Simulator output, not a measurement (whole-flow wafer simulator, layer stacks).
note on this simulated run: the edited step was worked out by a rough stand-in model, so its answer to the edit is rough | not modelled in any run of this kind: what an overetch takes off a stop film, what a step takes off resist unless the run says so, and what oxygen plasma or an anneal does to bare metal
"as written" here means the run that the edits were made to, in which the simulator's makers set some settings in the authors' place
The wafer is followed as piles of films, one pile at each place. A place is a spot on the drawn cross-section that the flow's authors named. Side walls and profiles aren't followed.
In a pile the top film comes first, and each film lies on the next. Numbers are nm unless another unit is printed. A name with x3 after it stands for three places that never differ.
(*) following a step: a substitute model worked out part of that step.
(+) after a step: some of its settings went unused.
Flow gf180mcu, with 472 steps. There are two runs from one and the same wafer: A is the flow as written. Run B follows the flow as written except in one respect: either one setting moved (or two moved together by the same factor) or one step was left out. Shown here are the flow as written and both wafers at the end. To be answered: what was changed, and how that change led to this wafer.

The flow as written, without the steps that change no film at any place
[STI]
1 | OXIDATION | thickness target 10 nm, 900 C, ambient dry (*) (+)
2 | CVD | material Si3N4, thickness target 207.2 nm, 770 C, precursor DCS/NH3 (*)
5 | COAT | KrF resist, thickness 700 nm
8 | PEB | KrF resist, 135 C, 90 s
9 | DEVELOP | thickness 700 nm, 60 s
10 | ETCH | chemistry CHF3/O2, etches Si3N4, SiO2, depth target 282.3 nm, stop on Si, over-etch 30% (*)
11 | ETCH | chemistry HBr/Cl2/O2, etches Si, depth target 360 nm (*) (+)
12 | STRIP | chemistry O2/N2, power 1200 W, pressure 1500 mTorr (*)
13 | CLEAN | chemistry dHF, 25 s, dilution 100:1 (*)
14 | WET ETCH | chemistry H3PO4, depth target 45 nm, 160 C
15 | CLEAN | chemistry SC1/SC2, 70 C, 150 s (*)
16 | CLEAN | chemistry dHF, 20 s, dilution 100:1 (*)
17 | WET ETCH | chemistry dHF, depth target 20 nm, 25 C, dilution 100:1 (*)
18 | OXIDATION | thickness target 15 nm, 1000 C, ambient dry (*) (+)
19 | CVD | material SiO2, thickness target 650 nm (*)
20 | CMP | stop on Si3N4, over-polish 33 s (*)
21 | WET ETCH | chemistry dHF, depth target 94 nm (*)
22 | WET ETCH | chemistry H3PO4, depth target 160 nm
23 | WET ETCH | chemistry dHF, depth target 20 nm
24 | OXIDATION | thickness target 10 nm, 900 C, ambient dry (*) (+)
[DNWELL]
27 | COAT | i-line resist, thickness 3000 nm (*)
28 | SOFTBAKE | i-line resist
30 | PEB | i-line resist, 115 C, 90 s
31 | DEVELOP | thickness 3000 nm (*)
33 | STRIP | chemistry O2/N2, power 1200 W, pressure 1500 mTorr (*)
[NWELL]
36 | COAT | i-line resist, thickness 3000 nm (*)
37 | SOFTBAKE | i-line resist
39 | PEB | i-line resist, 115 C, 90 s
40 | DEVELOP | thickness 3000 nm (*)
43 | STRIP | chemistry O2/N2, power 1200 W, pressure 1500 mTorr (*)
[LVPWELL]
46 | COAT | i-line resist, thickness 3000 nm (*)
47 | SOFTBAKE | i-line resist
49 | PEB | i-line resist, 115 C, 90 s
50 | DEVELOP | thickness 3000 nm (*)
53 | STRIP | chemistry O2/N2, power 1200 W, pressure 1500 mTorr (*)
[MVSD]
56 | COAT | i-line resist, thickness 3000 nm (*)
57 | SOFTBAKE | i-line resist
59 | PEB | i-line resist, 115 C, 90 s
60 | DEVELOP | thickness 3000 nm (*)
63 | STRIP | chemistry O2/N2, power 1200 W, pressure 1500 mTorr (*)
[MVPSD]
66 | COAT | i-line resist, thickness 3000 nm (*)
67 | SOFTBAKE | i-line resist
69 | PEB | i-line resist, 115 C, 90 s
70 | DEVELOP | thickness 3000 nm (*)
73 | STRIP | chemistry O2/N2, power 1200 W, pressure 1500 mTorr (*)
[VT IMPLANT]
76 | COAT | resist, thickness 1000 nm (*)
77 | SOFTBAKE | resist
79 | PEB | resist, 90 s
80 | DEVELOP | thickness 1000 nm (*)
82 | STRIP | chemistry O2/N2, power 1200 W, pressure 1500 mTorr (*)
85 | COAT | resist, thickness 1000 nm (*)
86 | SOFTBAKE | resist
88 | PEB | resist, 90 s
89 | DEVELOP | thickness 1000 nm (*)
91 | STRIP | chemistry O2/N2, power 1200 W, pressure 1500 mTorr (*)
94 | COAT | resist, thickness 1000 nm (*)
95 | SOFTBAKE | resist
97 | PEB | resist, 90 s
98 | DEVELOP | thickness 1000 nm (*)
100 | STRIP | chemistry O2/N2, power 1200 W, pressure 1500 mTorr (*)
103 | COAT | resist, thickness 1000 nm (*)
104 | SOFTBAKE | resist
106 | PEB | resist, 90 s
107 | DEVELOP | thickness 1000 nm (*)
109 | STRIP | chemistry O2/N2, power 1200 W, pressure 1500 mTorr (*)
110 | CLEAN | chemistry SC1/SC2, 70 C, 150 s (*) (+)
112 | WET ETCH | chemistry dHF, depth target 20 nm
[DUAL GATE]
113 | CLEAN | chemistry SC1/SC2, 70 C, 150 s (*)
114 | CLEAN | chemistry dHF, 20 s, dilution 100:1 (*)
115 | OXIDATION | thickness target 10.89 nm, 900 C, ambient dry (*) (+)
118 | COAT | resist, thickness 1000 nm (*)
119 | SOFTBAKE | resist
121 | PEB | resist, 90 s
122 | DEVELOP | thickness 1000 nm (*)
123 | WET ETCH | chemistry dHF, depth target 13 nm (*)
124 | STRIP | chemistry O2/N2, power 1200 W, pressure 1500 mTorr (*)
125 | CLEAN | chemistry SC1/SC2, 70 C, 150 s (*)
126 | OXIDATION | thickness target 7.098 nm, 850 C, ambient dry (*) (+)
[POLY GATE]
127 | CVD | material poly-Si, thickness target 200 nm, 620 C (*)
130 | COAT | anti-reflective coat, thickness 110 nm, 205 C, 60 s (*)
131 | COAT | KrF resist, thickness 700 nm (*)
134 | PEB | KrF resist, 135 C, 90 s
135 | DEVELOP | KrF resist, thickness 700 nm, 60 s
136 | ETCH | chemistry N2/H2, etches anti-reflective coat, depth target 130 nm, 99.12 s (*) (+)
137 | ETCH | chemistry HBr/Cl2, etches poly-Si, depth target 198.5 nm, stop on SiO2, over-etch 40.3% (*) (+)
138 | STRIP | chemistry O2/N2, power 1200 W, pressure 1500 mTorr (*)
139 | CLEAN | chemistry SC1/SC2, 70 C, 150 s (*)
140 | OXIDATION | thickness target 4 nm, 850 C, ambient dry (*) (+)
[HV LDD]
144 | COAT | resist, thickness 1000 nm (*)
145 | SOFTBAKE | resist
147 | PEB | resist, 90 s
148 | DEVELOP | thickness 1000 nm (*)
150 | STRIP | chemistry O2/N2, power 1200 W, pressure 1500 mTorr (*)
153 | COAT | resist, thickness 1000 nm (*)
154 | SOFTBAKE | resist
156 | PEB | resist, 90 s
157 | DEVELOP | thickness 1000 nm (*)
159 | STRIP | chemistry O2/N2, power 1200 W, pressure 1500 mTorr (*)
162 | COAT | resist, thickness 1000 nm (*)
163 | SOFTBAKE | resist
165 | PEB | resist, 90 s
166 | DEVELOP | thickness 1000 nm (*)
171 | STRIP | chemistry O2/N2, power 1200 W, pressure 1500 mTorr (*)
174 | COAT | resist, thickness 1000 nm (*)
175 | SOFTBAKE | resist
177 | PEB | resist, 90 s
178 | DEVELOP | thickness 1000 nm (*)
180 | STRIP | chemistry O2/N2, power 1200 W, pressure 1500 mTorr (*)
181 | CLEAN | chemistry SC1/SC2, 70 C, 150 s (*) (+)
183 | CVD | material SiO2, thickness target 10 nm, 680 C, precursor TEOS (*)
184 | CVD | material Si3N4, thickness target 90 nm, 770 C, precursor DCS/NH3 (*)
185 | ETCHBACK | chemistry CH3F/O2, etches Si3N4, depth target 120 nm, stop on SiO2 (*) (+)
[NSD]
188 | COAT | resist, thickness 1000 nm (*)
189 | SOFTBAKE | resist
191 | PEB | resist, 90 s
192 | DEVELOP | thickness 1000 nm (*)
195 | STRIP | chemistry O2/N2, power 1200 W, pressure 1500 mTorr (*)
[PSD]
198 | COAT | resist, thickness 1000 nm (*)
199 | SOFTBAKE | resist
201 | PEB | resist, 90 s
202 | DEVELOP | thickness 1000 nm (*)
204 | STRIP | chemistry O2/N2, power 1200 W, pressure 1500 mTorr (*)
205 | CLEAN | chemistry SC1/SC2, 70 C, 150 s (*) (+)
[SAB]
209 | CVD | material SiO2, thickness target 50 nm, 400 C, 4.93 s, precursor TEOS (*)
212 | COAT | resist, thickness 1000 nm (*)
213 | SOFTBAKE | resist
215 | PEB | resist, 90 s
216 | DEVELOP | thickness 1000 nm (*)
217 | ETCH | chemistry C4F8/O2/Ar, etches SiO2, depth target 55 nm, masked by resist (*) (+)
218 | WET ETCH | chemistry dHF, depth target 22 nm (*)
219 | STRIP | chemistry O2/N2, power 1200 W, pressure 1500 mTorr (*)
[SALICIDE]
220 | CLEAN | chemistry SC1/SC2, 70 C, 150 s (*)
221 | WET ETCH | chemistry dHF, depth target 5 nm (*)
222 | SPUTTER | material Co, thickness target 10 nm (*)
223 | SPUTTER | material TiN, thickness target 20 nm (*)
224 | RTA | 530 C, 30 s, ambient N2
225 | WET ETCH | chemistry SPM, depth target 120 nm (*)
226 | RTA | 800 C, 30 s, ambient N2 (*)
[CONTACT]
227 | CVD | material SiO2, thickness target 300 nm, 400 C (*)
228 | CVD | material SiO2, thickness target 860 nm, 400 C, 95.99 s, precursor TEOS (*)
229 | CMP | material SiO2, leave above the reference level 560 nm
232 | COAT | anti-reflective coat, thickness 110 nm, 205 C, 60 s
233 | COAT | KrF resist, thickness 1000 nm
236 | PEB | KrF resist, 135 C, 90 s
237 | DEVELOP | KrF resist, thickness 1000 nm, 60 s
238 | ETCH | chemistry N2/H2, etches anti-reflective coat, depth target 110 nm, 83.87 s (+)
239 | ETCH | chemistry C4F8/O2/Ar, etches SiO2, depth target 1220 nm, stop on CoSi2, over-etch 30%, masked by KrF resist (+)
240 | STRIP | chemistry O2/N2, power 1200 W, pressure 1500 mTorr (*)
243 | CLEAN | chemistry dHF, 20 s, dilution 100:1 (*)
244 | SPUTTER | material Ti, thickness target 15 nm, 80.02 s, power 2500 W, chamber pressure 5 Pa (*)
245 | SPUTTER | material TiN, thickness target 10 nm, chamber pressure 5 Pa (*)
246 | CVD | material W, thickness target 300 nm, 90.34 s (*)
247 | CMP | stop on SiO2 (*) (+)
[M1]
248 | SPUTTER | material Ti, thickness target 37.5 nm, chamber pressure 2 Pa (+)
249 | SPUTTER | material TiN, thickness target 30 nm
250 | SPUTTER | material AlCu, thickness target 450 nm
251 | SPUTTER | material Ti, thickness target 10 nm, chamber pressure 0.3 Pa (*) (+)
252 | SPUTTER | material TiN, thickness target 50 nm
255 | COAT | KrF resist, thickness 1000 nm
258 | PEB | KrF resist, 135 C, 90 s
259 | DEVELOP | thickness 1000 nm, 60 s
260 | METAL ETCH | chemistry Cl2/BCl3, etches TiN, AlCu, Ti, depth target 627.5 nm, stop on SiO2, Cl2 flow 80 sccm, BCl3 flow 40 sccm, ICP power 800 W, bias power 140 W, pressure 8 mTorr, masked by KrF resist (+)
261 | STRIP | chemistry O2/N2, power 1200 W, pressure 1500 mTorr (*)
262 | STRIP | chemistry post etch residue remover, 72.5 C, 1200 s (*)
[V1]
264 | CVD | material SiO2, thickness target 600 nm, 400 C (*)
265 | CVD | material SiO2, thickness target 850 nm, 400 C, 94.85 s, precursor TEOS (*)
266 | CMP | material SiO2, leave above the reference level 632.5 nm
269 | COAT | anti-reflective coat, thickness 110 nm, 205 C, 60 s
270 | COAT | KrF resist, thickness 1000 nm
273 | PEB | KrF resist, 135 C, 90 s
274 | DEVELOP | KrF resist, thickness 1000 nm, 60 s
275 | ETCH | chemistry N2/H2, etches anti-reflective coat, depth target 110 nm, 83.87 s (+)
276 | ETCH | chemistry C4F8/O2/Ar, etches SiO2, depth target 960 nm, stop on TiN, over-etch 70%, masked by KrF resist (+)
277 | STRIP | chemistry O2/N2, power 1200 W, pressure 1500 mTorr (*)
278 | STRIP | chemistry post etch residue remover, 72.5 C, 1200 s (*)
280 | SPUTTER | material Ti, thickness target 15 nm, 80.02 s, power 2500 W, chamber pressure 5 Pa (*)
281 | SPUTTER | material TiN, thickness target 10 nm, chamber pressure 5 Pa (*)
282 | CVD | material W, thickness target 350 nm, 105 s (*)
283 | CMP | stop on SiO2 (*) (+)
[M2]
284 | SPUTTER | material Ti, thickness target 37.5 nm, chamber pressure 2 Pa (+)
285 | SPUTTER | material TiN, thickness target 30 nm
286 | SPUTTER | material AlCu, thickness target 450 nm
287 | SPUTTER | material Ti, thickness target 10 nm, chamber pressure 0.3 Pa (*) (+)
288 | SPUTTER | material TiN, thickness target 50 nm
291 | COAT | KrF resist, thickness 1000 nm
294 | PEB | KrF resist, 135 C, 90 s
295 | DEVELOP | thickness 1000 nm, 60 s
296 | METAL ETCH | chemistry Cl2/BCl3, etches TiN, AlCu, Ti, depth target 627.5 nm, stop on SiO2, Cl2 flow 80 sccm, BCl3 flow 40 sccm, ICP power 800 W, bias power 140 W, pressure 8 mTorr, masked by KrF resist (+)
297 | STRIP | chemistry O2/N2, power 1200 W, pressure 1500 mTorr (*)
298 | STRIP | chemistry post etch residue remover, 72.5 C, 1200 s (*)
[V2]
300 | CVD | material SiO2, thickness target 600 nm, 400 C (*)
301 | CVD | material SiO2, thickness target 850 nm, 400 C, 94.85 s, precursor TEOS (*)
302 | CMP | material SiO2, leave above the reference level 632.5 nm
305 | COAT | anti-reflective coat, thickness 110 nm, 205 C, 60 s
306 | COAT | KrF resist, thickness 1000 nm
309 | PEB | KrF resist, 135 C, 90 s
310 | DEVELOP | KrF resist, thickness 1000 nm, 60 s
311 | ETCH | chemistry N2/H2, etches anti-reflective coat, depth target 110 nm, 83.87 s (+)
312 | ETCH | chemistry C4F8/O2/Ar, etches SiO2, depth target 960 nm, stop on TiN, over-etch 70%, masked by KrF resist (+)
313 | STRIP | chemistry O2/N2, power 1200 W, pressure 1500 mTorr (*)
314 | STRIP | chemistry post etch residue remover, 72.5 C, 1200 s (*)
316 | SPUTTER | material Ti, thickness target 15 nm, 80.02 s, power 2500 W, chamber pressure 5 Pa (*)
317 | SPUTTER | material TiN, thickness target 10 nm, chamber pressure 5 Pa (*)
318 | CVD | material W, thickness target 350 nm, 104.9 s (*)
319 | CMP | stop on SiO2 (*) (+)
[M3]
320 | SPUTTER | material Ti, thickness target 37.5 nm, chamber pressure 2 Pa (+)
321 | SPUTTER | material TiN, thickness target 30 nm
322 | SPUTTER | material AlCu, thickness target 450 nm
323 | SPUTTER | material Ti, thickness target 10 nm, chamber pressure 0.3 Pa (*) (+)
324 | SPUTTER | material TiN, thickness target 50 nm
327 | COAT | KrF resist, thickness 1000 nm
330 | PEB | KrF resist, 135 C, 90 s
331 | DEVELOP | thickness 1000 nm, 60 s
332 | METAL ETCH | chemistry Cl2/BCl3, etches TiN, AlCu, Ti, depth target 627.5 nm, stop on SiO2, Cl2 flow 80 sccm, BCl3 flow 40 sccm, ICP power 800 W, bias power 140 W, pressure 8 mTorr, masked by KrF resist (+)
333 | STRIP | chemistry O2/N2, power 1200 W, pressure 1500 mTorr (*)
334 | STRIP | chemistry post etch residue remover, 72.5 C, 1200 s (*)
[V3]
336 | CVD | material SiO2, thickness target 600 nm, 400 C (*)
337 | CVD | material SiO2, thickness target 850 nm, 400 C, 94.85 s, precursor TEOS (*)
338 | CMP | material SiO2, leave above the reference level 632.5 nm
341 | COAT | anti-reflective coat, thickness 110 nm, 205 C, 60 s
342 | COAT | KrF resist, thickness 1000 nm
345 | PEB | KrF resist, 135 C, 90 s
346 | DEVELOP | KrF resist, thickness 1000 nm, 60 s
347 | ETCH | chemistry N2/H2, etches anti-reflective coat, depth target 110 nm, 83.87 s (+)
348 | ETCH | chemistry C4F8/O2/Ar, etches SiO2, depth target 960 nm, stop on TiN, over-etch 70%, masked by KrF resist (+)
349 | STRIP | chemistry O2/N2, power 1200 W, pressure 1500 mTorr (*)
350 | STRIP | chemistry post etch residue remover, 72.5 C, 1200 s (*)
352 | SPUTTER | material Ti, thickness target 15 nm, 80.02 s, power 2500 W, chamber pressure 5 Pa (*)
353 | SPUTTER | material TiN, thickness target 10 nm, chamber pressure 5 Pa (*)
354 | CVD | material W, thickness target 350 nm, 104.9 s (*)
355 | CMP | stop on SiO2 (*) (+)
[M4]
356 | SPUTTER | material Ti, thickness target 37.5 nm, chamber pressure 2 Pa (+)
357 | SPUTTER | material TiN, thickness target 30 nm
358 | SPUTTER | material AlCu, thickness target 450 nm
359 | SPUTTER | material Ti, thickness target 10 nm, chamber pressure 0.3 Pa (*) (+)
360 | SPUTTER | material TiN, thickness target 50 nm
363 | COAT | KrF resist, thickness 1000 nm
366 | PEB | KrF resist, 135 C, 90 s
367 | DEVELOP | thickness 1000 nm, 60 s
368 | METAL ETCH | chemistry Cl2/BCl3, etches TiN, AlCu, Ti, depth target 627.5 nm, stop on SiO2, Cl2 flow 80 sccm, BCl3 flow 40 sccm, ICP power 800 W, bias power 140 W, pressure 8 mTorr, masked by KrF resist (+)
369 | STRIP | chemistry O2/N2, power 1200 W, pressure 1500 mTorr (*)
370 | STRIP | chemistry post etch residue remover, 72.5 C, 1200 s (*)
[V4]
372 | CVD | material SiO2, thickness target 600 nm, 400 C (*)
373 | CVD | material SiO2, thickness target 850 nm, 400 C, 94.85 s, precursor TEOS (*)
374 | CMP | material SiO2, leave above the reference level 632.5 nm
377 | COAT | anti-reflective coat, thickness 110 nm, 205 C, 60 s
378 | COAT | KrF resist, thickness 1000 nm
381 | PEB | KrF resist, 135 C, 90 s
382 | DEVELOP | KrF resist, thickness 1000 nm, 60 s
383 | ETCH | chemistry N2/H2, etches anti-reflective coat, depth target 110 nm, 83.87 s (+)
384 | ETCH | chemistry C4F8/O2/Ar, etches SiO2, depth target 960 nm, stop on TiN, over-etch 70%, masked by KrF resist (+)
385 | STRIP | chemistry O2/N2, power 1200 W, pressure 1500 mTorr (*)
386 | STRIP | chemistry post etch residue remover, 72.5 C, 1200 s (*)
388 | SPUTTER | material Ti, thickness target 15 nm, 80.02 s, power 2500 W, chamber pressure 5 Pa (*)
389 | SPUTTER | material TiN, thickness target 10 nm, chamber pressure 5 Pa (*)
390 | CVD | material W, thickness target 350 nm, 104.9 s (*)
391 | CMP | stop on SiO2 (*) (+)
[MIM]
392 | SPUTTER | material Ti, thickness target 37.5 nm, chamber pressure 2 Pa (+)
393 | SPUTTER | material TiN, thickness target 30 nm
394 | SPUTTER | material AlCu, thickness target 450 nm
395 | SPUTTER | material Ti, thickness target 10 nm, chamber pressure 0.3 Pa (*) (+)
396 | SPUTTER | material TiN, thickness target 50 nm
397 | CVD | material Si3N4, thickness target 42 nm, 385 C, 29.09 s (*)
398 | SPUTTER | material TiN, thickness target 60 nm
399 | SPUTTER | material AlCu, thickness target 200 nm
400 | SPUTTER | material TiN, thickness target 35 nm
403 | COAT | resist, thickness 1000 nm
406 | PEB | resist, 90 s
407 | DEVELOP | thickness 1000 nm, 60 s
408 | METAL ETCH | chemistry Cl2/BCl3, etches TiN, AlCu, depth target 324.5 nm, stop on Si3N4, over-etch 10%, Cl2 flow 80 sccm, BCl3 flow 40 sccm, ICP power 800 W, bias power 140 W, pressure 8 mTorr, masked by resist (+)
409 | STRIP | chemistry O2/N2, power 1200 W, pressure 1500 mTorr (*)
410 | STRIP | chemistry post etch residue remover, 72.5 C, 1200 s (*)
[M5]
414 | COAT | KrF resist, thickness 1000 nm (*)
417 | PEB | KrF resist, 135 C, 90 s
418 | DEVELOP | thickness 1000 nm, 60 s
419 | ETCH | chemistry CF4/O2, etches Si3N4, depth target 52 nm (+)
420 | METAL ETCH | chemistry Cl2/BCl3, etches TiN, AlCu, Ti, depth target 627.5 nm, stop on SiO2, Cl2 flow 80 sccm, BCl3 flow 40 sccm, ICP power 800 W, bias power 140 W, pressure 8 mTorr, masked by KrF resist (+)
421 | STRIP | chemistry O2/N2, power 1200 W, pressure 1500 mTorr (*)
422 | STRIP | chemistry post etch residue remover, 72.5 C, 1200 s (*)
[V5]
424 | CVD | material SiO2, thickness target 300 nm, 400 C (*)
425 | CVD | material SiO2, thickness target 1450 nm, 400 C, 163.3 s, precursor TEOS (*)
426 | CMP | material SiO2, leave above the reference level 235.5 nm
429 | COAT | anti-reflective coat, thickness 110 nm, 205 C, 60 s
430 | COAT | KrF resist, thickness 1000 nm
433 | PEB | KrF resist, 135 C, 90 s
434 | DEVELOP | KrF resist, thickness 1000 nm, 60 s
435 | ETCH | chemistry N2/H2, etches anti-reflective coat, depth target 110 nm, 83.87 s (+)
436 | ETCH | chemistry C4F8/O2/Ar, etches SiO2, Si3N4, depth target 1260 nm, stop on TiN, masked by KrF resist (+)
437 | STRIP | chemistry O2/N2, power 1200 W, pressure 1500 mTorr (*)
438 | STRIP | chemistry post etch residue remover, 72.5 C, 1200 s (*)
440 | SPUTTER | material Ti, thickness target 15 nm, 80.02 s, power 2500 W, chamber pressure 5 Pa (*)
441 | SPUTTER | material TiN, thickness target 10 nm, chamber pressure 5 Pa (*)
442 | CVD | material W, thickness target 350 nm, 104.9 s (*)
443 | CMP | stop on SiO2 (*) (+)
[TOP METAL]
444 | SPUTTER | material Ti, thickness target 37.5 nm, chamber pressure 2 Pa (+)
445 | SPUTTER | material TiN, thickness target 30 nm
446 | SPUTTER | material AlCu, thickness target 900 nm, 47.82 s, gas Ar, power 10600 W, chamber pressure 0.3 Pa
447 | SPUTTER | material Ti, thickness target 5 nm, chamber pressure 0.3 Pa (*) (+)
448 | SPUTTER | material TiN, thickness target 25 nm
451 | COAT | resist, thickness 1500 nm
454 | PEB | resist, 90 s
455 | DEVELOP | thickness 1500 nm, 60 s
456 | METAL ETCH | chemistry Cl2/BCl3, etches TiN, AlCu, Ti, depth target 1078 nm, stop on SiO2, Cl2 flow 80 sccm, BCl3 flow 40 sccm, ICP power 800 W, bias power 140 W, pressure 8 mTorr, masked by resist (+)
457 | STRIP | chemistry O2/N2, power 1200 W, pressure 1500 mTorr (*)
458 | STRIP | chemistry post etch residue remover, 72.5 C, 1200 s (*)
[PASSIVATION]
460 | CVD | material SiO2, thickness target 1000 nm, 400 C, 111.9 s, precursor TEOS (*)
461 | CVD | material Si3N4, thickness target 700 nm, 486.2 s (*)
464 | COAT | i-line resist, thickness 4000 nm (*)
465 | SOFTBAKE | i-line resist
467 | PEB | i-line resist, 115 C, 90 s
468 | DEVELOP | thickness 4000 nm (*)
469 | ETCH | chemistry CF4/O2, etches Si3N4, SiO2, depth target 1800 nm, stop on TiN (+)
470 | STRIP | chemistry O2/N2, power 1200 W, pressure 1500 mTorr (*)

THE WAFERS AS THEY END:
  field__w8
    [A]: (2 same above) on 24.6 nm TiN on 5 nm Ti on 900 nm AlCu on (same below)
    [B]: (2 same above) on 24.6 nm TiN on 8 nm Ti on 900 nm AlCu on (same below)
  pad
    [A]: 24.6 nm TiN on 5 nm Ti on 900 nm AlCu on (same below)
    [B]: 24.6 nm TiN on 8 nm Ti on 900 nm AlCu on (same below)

Cause: step 447, SPUTTER: thickness target 8 nm was run, while the flow as written has thickness target 5 nm.
One can read it off the wafer: field__w8 has Ti 8, and step 447 as written asks for 5 nm.

Step by step, how the change led to this:
  447 | SPUTTER | material Ti, thickness target 5 nm, chamber pressure 0.3 Pa (*) (+)
      field, field__w1, field__w2 and 109 more: A Ti gains 5 (new film) | B Ti gains 8 (new film)
  456 | METAL ETCH | chemistry Cl2/BCl3, etches TiN, AlCu, Ti, depth target 1078 nm, stop on SiO2, Cl2 flow 80 sccm, BCl3 flow 40 sccm, ICP power 800 W, bias power 140 W, pressure 8 mTorr, masked by resist (+)
      field, field__w1, field__w2 and 103 more: A TiN loses 25 (all of it), Ti loses 5 (all of it), AlCu loses 900 (all of it), TiN loses 30 (all of it), Ti loses 37.5 (all of it) | B TiN loses 25 (all of it), Ti loses 8 (all of it), AlCu loses 900 (all of it), TiN loses 30 (all of it), Ti loses 37.5 (all of it)
  465 | SOFTBAKE | i-line resist
      field__w5, field__w9: A i-line resist gains 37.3 | B i-line resist gains 30.3
      field__w11, field__w13: A i-line resist gains 37.9 | B i-line resist gains 31.3
      (also at 57 further places)
